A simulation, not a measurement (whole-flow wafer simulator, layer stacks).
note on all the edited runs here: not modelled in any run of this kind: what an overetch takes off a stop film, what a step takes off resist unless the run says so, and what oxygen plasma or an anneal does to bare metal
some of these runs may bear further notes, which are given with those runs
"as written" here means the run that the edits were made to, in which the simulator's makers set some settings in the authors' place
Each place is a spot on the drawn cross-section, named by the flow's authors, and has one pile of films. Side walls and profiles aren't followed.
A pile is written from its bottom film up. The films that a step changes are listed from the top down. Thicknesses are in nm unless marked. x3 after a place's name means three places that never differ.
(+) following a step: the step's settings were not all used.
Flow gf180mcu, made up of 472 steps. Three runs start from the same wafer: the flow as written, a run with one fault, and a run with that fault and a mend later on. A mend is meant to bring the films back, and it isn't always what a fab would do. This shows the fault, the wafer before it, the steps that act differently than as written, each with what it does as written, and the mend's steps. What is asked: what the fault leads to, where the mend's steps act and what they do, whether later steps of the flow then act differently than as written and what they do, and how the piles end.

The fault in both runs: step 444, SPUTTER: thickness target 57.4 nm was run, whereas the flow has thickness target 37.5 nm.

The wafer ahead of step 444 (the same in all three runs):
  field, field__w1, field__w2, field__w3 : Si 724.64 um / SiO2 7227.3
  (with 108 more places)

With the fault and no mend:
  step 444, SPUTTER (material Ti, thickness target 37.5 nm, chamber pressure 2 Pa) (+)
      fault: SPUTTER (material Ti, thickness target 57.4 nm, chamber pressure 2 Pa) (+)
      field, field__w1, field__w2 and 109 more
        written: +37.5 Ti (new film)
        fault: +57.4 Ti (new film)
  Later steps of the flow acting differently than as written (4 more steps, not shown, differ only slightly: by at most 2% or 0.5 nm, whichever is larger):
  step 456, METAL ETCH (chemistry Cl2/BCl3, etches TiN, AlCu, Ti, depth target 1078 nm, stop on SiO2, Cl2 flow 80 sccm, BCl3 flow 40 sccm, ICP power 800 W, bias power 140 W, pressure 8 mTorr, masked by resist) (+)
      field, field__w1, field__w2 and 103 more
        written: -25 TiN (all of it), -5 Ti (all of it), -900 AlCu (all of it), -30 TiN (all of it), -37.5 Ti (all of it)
        fault: -25 TiN (all of it), -5 Ti (all of it), -900 AlCu (all of it), -30 TiN (all of it), -57.4 Ti (all of it)
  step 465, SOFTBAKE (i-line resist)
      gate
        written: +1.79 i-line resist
        fault: -0.21 i-line resist
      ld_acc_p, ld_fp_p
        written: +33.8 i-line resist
        fault: +27.7 i-line resist
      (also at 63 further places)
  At field__w8, contact, m1, m1__w1, pad, m1_nw, the piles at the end differ from the flow's by more than 2% or 0.5 nm, whichever is larger.
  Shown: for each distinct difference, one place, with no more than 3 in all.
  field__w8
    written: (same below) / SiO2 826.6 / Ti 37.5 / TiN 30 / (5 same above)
    fault: (same below) / SiO2 826.6 / Ti 57.4 / TiN 30 / (5 same above)
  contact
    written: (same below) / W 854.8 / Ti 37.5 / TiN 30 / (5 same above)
    fault: (same below) / W 854.8 / Ti 57.4 / TiN 30 / (5 same above)
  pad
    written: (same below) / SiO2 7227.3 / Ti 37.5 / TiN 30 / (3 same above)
    fault: (same below) / SiO2 7227.3 / Ti 57.4 / TiN 30 / (3 same above)

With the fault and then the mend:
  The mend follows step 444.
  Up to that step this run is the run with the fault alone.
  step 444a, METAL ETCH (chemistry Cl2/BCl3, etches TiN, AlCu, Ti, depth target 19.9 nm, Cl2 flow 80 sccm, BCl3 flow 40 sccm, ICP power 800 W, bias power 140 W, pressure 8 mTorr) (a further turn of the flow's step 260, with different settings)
      field, field__w1, field__w2 and 109 more
        -19.9 Ti
  None of the later steps of the flow acts differently than as written at any place that is followed.
  At every place that both follow, the piles at the end match the flow's.
